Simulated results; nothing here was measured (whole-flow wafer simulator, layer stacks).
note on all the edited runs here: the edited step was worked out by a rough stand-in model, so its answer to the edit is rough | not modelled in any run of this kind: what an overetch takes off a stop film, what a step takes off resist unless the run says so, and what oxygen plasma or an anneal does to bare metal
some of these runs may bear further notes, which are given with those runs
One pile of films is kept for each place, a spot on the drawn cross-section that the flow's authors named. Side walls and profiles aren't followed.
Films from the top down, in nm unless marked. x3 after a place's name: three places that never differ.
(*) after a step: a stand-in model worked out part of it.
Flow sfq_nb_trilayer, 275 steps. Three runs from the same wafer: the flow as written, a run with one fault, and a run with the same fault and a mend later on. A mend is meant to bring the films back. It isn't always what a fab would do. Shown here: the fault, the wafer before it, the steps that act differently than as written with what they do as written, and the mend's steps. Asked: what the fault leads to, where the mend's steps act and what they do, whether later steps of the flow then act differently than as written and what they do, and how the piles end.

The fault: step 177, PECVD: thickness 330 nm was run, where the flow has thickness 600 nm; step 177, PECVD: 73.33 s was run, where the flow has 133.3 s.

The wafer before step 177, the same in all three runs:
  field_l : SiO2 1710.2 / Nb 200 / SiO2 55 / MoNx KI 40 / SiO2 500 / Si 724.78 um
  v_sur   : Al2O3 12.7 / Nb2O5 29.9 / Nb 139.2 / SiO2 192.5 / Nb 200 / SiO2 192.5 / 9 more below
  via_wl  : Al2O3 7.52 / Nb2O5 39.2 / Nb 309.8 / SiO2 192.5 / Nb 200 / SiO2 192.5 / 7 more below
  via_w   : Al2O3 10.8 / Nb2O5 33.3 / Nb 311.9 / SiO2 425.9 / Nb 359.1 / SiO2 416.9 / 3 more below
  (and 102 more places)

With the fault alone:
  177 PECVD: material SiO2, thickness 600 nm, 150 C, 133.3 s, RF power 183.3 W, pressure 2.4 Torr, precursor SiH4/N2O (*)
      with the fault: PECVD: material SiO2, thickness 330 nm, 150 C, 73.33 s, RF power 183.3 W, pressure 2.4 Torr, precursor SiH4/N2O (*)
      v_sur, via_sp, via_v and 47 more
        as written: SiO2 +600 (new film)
        with the fault: SiO2 +330 (new film)
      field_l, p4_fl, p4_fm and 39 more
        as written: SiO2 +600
        with the fault: SiO2 +330
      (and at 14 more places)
  Later steps of the flow that act differently than as written (11 more steps differ only slightly, by at most 2% or 0.5 nm, whichever is larger, and aren't shown):
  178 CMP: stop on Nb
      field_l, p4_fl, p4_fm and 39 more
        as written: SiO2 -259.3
        with the fault: nothing
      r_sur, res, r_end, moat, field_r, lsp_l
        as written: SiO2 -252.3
        with the fault: nothing
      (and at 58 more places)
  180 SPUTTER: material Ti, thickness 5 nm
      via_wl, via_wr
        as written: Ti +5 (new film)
        with the fault: Ti +4.4 (new film)
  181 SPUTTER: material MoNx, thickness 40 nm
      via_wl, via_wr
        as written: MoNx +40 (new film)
        with the fault: MoNx +35.6 (new film)
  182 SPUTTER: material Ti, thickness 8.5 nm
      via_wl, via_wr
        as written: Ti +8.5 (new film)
        with the fault: Ti +7.38 (new film)
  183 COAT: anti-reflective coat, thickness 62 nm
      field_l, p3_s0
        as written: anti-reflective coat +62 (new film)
        with the fault: anti-reflective coat +63.3 (new film)
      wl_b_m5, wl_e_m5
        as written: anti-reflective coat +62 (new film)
        with the fault: anti-reflective coat +58.9 (new film)
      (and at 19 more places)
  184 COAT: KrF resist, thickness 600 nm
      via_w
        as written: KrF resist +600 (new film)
        with the fault: KrF resist +622.9 (new film)
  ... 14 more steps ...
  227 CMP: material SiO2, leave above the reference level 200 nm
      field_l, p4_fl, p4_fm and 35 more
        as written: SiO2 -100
        with the fault: SiO2 -89.3
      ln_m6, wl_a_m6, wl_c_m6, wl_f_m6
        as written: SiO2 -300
        with the fault: SiO2 -289.3
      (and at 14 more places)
  At the end the piles differ from the flow's by more than 2% or 0.5 nm, whichever is larger, at via_wl, via_w, via_wr and 6 more.
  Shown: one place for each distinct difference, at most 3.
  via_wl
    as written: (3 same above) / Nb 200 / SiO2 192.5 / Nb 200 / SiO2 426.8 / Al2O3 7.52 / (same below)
    with the fault: (3 same above) / Nb 200 / SiO2 246.5 / Nb 197.6 / SiO2 375.2 / Al2O3 7.52 / (same below)
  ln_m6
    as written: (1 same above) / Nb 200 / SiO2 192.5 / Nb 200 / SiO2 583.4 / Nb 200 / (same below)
    with the fault: (1 same above) / Nb 200 / SiO2 203.2 / Nb 200 / SiO2 572.7 / Nb 200 / (same below)
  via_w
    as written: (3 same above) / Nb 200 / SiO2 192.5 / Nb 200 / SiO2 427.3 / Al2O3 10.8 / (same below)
    with the fault: (3 same above) / Nb 200 / SiO2 247.1 / Nb 197.6 / SiO2 375.1 / Al2O3 10.8 / (same below)

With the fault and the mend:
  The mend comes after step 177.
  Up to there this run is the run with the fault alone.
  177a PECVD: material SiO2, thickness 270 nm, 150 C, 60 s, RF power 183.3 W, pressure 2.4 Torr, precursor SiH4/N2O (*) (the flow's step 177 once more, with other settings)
      field_l, v_sur, via_sp and 94 more
        SiO2 +270
      r_sur, res, r_end, moat, field_r, lsp_l
        SiO2 +267
      via_wl, via_w, via_wr
        SiO2 +257.5
  Later steps of the flow that act differently than as written:
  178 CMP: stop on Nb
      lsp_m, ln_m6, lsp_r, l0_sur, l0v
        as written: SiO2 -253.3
        with the mend: SiO2 -259.3
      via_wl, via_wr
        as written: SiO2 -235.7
        with the mend: SiO2 -205.9
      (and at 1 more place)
  At the end the piles are the same as the flow's at every place that both follow.
